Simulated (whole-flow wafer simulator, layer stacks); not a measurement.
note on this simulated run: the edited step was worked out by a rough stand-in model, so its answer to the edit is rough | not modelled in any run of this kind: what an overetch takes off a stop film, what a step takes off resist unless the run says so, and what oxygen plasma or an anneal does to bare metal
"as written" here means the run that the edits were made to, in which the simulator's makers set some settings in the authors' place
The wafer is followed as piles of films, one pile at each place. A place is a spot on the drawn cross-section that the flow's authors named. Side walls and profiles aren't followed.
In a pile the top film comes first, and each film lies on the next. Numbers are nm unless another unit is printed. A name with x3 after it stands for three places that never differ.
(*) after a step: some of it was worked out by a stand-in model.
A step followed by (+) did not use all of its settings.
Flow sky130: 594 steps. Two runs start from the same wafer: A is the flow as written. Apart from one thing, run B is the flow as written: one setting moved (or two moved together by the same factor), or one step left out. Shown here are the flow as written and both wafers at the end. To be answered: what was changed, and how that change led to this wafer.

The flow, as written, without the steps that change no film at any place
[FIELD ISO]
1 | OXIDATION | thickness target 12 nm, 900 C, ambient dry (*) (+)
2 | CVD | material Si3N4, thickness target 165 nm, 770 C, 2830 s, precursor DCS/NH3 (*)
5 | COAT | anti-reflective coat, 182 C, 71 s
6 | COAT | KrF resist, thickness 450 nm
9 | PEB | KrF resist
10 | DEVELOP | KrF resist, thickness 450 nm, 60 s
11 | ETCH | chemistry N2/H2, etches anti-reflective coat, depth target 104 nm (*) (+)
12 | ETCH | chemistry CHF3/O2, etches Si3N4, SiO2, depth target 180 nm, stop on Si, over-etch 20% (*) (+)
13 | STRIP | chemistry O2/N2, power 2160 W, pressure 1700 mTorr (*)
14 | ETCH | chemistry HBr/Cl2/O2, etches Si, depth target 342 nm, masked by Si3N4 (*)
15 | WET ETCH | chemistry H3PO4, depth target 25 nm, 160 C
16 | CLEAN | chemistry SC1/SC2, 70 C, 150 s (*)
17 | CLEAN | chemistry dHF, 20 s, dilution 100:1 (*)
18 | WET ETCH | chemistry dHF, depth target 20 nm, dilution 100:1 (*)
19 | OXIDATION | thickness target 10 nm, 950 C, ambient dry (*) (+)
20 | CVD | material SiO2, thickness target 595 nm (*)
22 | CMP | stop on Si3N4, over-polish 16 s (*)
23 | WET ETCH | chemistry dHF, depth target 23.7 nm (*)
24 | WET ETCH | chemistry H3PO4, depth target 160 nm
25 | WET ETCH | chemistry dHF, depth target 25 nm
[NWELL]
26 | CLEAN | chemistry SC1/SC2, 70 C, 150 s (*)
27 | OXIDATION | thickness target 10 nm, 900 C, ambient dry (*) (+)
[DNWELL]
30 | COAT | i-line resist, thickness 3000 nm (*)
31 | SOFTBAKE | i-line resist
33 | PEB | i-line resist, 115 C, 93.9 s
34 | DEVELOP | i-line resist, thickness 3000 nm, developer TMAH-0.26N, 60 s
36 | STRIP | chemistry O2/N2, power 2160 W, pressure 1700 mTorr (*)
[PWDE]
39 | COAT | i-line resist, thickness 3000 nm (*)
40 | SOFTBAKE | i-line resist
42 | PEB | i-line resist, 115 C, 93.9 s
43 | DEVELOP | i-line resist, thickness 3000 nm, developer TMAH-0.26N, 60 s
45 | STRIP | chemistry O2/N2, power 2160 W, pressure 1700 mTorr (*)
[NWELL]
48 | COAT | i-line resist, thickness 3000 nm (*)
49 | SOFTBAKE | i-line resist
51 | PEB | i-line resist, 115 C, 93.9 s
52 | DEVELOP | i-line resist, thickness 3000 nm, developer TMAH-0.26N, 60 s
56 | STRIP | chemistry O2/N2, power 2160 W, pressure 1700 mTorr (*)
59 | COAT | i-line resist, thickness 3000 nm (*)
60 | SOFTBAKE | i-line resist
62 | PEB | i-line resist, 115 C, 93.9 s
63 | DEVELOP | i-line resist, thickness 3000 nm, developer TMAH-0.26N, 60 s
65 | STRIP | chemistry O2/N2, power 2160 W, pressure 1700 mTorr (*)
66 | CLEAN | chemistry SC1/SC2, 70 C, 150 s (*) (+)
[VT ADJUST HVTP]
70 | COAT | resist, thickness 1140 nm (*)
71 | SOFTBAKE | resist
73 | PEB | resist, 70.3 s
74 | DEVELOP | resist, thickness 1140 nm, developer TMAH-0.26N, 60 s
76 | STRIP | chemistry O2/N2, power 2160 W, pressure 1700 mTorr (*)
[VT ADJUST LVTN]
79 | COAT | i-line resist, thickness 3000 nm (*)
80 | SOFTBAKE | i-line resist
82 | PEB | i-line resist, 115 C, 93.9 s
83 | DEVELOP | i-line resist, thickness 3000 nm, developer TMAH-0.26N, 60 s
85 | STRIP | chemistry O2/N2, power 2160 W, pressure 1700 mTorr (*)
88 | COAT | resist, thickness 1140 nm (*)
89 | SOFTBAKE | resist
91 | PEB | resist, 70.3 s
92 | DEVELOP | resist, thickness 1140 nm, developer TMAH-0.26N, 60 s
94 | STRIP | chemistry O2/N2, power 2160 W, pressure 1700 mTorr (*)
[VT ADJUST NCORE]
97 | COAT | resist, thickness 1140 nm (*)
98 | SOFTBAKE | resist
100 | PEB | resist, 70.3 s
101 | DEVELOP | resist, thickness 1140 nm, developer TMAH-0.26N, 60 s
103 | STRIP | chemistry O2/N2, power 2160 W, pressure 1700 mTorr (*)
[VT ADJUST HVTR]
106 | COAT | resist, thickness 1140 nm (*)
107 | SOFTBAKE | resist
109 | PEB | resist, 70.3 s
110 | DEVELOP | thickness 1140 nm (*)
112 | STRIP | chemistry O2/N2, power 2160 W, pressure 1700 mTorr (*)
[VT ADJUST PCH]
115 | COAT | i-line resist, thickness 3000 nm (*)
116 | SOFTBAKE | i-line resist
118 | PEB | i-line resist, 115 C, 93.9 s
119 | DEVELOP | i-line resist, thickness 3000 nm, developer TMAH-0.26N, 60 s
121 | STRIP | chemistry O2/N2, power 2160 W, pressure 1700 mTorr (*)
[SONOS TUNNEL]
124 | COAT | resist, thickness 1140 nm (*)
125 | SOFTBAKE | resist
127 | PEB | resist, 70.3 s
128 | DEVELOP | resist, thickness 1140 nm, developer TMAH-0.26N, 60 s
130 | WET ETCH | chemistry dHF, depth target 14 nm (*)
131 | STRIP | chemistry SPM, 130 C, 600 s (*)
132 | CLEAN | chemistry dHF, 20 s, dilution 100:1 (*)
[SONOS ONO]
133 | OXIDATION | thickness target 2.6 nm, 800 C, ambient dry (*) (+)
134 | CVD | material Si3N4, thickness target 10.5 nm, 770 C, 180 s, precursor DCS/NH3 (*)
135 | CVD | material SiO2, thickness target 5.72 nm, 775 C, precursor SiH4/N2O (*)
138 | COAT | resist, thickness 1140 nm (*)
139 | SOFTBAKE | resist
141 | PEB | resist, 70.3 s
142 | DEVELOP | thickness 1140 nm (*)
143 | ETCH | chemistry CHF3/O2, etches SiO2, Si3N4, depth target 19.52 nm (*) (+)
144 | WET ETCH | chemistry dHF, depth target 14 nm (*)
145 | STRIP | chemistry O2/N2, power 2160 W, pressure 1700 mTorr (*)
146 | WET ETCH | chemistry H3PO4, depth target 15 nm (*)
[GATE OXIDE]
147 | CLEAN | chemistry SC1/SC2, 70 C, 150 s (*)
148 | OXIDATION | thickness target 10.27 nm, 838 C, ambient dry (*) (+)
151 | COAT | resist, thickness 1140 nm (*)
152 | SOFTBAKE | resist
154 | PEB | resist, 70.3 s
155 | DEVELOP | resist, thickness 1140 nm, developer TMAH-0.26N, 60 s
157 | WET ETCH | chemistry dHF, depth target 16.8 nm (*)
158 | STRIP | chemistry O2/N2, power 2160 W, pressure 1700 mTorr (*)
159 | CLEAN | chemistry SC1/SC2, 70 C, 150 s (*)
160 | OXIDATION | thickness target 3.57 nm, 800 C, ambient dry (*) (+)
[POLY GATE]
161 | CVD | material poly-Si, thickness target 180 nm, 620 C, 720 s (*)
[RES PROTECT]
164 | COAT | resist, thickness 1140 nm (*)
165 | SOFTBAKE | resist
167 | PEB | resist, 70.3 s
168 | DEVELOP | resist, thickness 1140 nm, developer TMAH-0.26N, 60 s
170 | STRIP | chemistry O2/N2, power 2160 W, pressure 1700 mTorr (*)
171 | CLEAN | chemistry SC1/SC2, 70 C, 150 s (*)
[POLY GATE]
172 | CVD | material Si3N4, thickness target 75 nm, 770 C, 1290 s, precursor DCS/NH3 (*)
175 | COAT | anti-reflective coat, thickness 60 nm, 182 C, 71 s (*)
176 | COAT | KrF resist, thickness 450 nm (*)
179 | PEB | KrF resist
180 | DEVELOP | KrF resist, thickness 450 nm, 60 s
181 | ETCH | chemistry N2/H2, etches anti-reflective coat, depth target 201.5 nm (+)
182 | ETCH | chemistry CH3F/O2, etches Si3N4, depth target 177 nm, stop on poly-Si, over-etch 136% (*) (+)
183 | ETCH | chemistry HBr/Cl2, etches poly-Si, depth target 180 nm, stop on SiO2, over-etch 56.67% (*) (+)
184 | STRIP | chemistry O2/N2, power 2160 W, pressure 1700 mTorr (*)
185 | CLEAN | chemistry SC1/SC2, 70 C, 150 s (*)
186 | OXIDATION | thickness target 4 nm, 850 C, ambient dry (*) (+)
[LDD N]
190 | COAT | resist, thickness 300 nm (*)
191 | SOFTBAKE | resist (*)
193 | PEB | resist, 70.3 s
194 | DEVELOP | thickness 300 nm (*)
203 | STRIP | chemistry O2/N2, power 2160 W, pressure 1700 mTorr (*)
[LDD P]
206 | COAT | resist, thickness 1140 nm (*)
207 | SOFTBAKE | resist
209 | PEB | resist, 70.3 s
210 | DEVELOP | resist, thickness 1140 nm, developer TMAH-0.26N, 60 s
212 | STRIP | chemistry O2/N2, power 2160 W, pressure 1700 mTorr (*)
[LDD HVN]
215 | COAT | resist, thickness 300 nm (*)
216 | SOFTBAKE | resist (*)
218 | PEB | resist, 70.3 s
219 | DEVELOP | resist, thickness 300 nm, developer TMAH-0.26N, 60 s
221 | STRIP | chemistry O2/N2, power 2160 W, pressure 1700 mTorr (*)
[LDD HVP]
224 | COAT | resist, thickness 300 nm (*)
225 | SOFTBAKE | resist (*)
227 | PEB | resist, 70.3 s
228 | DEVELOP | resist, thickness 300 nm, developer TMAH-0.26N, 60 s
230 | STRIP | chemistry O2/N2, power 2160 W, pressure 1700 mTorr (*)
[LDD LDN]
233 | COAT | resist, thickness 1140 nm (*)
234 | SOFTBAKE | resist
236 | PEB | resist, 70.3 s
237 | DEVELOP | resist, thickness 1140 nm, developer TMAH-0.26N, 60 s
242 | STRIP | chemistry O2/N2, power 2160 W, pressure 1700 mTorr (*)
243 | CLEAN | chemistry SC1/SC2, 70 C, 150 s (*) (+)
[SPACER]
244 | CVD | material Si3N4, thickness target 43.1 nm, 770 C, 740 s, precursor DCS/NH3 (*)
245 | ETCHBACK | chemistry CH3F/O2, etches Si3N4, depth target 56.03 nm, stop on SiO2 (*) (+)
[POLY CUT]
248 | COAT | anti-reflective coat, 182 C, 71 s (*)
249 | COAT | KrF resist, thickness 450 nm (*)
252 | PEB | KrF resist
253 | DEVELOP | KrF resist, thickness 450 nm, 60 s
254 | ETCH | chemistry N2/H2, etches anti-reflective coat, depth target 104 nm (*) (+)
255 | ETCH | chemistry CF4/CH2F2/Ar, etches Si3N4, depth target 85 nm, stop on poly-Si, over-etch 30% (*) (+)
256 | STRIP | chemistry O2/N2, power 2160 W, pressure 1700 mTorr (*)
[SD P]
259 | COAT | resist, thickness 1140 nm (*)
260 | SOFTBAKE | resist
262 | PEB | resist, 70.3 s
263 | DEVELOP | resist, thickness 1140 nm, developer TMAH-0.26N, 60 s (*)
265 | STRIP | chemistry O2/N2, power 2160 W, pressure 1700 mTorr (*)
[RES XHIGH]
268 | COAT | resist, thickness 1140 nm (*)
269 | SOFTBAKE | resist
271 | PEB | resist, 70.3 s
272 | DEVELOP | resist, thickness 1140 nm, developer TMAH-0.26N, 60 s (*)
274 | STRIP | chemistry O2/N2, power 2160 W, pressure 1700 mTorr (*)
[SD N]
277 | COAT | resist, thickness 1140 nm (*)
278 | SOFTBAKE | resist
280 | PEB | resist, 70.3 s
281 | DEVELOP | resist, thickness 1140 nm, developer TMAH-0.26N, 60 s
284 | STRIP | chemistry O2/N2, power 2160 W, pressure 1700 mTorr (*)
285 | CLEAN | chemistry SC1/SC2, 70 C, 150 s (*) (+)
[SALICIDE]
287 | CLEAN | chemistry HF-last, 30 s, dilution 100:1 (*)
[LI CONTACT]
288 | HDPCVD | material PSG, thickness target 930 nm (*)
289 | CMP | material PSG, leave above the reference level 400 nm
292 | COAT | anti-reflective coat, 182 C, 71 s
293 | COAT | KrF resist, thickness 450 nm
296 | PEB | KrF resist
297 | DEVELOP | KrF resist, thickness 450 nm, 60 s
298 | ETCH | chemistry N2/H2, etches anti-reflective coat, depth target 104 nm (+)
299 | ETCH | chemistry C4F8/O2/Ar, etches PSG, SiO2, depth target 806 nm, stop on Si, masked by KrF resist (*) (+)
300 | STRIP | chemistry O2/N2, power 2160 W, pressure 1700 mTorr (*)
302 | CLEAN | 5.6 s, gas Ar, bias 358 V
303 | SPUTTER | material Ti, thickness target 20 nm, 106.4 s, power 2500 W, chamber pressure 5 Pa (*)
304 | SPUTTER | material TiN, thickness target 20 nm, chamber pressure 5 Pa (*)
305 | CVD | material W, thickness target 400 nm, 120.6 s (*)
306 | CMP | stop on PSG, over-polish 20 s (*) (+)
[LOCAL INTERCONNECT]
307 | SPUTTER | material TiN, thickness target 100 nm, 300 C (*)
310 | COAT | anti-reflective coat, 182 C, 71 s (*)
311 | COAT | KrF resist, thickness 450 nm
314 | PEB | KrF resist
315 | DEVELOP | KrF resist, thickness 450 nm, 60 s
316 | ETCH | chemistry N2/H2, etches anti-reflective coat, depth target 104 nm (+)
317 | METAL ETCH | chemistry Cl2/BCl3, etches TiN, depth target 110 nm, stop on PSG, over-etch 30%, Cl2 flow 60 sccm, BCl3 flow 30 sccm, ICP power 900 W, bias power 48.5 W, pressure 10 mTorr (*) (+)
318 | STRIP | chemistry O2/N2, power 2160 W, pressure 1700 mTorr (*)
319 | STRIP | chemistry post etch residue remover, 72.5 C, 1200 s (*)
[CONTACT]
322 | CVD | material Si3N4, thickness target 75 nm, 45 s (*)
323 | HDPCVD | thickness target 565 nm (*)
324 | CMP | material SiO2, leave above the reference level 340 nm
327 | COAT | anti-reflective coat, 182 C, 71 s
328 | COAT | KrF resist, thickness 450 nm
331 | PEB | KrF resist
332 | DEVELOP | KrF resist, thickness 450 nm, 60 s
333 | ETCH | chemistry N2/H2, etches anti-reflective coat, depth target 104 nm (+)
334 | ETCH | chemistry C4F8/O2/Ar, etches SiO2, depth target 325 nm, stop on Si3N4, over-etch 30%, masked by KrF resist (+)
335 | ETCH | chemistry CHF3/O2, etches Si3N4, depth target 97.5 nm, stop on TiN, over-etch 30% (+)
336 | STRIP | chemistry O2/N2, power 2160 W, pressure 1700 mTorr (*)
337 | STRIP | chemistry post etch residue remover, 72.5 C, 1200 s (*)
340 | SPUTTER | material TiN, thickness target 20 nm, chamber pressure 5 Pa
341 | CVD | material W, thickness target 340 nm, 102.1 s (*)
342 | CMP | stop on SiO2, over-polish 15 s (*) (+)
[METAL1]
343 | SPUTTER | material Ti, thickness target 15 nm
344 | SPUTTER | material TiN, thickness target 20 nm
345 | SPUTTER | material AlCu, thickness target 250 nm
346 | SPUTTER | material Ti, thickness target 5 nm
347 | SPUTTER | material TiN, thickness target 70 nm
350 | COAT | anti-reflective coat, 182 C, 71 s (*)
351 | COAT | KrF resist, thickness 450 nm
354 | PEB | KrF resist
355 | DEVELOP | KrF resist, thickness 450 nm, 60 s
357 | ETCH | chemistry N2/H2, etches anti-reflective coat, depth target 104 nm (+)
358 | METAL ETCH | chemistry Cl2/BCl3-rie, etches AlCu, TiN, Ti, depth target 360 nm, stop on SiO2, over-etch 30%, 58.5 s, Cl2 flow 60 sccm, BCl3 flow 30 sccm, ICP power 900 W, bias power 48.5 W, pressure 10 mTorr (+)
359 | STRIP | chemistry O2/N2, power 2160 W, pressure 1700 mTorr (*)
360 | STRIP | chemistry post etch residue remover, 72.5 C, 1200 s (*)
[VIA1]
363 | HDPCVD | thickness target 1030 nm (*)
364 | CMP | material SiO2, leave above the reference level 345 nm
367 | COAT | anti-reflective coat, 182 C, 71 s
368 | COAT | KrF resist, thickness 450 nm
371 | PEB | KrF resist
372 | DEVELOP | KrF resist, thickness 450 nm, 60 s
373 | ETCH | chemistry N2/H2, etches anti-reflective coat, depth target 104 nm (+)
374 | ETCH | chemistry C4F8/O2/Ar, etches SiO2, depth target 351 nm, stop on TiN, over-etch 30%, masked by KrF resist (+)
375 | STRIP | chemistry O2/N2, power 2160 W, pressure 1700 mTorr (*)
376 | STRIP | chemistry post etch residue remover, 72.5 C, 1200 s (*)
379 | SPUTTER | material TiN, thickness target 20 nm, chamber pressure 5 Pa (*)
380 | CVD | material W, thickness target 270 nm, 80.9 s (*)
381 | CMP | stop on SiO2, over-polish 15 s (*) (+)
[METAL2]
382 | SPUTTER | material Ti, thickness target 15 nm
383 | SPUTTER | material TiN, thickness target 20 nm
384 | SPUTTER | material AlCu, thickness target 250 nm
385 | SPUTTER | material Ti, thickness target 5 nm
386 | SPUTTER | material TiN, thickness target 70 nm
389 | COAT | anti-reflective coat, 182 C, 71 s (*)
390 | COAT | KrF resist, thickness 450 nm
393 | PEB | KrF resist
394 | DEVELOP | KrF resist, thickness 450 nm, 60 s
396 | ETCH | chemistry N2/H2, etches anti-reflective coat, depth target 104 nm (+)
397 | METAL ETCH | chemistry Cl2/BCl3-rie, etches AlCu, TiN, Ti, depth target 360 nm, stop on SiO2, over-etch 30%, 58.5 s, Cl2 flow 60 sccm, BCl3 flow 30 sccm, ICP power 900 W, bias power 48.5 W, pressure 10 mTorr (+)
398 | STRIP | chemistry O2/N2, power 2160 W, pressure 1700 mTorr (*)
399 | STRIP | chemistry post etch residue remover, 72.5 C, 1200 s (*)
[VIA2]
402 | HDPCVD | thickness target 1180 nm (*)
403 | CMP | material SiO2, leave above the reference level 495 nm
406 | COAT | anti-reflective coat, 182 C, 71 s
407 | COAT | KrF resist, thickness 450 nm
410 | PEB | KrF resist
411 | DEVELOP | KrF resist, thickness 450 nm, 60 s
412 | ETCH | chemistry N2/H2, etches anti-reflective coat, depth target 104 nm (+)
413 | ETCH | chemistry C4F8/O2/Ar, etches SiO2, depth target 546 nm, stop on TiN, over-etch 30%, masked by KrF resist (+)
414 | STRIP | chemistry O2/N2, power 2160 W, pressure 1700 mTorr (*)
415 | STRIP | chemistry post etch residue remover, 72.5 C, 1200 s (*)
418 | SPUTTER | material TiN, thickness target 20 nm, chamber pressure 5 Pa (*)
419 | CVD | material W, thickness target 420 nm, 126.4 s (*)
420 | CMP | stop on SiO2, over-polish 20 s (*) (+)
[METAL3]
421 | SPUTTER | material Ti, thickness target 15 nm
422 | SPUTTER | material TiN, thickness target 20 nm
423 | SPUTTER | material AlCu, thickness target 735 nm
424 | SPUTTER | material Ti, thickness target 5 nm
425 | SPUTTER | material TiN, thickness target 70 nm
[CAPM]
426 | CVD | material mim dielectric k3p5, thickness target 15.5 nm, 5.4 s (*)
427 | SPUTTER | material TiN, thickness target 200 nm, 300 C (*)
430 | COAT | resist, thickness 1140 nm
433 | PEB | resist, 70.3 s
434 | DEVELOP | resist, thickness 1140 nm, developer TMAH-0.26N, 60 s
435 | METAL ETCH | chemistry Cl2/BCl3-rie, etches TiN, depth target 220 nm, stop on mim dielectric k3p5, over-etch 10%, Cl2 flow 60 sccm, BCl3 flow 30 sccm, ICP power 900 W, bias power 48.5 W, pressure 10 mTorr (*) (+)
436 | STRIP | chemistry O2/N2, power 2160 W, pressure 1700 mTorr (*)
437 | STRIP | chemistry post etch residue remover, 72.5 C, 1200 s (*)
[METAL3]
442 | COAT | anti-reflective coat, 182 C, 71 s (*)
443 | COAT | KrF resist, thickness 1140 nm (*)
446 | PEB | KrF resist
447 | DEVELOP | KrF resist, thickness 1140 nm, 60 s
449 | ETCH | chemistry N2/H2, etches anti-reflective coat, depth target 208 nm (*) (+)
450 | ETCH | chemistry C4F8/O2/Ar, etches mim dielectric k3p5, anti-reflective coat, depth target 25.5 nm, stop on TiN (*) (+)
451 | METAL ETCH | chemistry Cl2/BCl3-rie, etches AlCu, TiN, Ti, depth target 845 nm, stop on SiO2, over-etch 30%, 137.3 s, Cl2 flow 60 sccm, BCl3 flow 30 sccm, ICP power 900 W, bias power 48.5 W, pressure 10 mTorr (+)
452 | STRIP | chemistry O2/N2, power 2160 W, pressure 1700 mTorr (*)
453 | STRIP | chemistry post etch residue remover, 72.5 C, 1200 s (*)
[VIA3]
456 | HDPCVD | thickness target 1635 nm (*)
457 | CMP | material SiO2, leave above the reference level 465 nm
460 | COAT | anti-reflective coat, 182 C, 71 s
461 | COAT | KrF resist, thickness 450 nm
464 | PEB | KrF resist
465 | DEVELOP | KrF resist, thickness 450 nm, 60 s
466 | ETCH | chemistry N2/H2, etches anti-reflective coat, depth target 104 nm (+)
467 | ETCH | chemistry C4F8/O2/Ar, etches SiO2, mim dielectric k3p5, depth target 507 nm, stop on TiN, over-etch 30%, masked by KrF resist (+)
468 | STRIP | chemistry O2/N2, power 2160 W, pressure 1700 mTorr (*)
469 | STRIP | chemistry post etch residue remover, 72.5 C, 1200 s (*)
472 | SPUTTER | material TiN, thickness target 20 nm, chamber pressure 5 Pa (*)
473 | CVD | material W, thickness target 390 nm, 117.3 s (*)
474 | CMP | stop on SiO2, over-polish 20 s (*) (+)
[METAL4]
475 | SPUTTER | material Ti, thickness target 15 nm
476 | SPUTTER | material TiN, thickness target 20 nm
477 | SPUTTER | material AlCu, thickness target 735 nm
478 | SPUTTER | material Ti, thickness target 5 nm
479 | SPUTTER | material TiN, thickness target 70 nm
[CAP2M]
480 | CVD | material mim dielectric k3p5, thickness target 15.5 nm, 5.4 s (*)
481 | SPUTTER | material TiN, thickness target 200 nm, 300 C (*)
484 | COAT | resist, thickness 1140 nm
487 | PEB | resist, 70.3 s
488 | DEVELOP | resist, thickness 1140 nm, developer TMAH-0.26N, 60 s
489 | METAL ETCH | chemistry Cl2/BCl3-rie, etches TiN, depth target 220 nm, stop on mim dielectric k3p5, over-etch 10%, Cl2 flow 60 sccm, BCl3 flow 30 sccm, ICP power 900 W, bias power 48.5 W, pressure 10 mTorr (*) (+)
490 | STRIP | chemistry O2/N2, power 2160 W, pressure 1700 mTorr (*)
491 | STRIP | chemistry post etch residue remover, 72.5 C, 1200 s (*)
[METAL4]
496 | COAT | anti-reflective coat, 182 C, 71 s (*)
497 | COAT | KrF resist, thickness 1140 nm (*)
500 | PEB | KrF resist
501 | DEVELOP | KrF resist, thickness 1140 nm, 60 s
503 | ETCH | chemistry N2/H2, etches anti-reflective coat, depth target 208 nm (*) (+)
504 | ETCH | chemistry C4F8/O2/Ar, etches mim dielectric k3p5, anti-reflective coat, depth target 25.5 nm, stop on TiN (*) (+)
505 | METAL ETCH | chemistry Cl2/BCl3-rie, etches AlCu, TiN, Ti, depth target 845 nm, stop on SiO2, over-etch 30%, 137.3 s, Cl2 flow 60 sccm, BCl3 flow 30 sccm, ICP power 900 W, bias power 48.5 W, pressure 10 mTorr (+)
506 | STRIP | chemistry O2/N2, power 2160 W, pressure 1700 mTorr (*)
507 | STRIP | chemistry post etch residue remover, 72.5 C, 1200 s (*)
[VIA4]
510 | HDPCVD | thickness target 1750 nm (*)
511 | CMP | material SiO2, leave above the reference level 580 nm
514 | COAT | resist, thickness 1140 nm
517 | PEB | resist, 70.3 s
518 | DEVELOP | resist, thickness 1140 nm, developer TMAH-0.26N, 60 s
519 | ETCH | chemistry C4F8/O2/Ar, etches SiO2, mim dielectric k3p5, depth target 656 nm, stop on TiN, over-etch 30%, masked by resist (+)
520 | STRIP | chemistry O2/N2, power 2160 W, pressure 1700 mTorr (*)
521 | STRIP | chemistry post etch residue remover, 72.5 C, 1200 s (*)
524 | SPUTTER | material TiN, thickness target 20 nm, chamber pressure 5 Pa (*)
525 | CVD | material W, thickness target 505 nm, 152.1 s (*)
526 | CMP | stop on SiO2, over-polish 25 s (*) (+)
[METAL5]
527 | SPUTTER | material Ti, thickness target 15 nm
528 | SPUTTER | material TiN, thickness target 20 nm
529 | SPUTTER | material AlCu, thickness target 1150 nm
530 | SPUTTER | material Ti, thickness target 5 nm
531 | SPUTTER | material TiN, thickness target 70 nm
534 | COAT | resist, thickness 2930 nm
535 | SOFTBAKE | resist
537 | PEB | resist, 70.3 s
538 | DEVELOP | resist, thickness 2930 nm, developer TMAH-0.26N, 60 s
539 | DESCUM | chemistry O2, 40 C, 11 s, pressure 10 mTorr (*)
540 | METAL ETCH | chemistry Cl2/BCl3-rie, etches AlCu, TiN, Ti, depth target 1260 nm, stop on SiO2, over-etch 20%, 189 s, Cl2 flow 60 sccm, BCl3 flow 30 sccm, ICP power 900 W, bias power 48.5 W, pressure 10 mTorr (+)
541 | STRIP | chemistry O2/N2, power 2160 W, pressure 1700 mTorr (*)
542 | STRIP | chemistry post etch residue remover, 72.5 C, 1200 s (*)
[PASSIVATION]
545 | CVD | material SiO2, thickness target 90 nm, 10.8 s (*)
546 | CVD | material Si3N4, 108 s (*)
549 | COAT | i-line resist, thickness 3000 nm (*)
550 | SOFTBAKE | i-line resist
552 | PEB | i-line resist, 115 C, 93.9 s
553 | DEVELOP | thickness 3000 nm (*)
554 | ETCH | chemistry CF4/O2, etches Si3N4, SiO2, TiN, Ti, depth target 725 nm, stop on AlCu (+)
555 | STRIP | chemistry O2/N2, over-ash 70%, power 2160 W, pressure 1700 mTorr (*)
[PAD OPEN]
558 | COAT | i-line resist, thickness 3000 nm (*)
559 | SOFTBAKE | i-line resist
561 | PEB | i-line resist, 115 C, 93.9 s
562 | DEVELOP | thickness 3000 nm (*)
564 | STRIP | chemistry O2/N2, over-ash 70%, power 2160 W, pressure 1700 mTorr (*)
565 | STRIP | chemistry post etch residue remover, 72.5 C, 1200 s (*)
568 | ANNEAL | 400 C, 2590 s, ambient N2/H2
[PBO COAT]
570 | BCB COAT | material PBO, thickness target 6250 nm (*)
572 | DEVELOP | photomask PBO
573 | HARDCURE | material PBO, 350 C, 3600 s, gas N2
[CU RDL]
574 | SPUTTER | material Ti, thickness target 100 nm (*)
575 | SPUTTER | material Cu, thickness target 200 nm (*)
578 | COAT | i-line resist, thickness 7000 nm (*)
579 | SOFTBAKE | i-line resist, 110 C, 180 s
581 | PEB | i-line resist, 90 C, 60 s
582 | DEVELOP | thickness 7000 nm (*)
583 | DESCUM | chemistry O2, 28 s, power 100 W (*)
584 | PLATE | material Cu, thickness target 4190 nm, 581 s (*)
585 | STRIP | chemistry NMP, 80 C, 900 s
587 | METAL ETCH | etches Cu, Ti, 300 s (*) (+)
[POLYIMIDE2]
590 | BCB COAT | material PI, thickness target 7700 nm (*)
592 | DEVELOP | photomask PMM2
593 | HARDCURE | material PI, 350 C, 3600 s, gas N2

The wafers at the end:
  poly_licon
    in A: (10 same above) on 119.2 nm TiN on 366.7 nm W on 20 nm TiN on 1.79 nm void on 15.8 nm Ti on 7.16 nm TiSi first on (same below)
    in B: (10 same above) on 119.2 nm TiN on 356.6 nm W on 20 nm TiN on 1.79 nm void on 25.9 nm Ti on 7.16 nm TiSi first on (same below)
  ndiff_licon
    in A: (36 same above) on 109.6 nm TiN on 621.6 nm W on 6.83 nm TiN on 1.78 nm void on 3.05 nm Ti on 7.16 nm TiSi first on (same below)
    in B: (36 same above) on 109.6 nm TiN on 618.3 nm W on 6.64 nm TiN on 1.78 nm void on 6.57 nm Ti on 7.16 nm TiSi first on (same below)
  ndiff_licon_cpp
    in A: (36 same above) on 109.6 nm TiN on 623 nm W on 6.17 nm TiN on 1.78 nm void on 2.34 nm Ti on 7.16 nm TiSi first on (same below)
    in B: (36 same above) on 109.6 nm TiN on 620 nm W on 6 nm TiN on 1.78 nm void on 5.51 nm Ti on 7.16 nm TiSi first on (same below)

What caused this: step 303, SPUTTER: 159.6 s was run, whereas the flow has 106.4 s.

Step by step, how the change led to this:
  303 | SPUTTER | material Ti, thickness target 20 nm, 106.4 s, power 2500 W, chamber pressure 5 Pa (*)
      field, active, n_well and 185 more: A Ti gains 20 (new film) | B Ti gains 30.1 (new film)
      ndiff_licon: A Ti gains 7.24 (new film) | B Ti gains 10.8 (new film)
      (as well as at 2 more places)
  306 | CMP | stop on PSG, over-polish 20 s (*) (+)
      field, active, n_well and 184 more: A W loses 400 (all of it), TiN loses 20 (all of it), Ti loses 20 (all of it), PSG loses 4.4 | B W loses 400 (all of it), TiN loses 20 (all of it), Ti loses 30.1 (all of it), PSG loses 4.4
      ndiff_licon, ndiff_licon_cpp, rpo_hd_licon: A W loses 444.9 | B W loses 455
      (as well as at 1 more place)
